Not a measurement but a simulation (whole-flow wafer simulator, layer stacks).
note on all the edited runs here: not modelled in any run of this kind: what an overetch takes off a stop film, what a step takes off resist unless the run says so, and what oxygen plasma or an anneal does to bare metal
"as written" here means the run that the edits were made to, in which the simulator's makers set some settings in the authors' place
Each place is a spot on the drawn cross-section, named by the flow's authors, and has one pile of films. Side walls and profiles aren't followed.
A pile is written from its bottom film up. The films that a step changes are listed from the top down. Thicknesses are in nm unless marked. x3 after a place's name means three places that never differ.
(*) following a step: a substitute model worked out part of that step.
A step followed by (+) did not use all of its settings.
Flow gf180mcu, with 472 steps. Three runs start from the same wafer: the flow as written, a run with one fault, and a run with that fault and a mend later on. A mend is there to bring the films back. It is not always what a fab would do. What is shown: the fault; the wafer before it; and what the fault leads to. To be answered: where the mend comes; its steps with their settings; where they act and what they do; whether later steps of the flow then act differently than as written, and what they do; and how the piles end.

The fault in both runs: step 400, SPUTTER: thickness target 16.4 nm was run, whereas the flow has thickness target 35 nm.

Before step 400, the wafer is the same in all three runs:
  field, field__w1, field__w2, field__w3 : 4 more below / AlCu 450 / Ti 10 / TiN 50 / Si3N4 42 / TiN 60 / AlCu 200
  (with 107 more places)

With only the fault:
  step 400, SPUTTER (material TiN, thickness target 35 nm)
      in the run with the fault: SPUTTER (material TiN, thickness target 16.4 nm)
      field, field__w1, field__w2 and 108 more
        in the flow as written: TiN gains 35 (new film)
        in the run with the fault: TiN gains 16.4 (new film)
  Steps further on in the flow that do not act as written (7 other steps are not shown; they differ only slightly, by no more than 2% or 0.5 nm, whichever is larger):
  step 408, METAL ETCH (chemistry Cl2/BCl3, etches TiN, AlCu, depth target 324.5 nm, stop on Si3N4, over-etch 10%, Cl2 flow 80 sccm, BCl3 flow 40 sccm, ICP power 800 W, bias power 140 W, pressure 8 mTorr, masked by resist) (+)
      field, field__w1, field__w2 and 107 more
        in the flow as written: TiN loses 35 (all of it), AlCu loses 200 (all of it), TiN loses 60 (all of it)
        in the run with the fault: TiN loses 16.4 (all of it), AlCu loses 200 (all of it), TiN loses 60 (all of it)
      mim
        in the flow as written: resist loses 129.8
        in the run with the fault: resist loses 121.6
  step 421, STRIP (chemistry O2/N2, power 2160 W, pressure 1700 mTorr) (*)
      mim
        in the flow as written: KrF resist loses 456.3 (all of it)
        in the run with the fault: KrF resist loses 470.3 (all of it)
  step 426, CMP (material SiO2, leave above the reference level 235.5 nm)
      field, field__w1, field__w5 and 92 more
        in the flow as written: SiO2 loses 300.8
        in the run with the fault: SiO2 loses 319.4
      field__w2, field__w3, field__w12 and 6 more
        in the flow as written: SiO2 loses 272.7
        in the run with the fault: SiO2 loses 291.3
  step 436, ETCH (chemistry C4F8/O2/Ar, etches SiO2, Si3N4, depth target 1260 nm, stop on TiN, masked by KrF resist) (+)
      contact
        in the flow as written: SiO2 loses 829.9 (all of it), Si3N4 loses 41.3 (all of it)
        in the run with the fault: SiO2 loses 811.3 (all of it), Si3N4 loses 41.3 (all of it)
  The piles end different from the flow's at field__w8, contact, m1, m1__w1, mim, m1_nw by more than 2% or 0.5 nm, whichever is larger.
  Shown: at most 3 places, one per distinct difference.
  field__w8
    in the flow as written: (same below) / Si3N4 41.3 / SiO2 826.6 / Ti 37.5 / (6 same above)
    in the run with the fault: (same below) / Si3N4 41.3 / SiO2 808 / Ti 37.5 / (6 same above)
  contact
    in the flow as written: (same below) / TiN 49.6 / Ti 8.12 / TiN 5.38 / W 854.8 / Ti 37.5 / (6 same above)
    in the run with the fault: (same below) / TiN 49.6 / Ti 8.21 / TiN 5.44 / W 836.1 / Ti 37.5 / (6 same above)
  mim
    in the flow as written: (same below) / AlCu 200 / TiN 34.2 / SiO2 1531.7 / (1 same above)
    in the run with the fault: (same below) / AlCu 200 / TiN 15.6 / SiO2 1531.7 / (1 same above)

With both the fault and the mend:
  The mend stands after step 400.
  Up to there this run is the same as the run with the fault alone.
  step 400a, SPUTTER (material TiN, thickness target 18.6 nm) (the flow's step 400, run once more with other settings)
      field, field__w1, field__w2 and 108 more
        TiN gains 18.6
  None of the later steps of the flow acts differently than as written at any place that is followed.
  At every place that both follow, the piles at the end match the flow's.
